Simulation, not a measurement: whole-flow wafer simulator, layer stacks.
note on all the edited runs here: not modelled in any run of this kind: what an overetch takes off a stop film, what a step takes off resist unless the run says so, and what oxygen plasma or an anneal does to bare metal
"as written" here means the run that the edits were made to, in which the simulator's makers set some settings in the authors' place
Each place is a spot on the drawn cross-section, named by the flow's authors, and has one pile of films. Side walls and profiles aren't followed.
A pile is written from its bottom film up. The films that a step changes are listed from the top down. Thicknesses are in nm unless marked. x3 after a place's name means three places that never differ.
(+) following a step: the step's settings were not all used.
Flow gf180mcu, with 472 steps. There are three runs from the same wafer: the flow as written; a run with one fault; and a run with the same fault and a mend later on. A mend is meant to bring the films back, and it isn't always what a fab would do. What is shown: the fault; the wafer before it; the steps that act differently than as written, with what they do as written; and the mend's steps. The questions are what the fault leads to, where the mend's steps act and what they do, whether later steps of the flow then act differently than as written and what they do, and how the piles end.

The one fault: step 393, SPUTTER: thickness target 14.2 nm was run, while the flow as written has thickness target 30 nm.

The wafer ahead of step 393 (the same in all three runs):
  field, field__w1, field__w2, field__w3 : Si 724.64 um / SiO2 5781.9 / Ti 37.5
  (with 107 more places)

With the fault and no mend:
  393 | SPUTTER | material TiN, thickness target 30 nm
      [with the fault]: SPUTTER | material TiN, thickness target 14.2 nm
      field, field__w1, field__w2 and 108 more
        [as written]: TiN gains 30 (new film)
        [with the fault]: TiN gains 14.2 (new film)
  Steps later in the flow that act otherwise than as written (not shown: 1 more step that differs only slightly, by at most 2% or 0.5 nm, whichever is larger):
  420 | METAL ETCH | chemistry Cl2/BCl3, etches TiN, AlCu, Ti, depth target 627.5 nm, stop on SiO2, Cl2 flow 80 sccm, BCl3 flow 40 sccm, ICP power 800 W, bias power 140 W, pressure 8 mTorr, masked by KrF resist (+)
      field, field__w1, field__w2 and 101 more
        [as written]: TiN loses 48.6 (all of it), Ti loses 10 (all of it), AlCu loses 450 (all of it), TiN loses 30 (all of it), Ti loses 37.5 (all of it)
        [with the fault]: TiN loses 48.6 (all of it), Ti loses 10 (all of it), AlCu loses 450 (all of it), TiN loses 14.2 (all of it), Ti loses 37.5 (all of it)
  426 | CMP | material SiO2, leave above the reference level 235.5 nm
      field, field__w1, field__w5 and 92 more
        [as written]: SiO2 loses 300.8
        [with the fault]: SiO2 loses 316.6
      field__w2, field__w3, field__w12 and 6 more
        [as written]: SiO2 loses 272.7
        [with the fault]: SiO2 loses 289.2
  At field__w4, field__w8, contact, m1, m1__w1, mim, mim_1p0, m1_nw, the piles at the end differ from the flow's by more than 2% or 0.5 nm, whichever is larger.
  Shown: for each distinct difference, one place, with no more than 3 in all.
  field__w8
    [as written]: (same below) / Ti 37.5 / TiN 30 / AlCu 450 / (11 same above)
    [with the fault]: (same below) / Ti 37.5 / TiN 14.2 / AlCu 450 / (11 same above)
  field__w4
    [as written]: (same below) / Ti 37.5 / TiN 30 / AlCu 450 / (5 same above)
    [with the fault]: (same below) / Ti 37.5 / TiN 14.2 / AlCu 450 / (5 same above)
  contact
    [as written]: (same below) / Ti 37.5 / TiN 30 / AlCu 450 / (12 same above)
    [with the fault]: (same below) / Ti 37.5 / TiN 14.2 / AlCu 450 / (12 same above)

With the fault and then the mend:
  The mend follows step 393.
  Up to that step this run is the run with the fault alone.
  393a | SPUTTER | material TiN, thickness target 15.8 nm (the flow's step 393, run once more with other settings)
      field, field__w1, field__w2 and 108 more
        TiN gains 15.8
  None of the later steps of the flow acts differently than as written at any place that is followed.
  At every place that both follow, the piles at the end match the flow's.
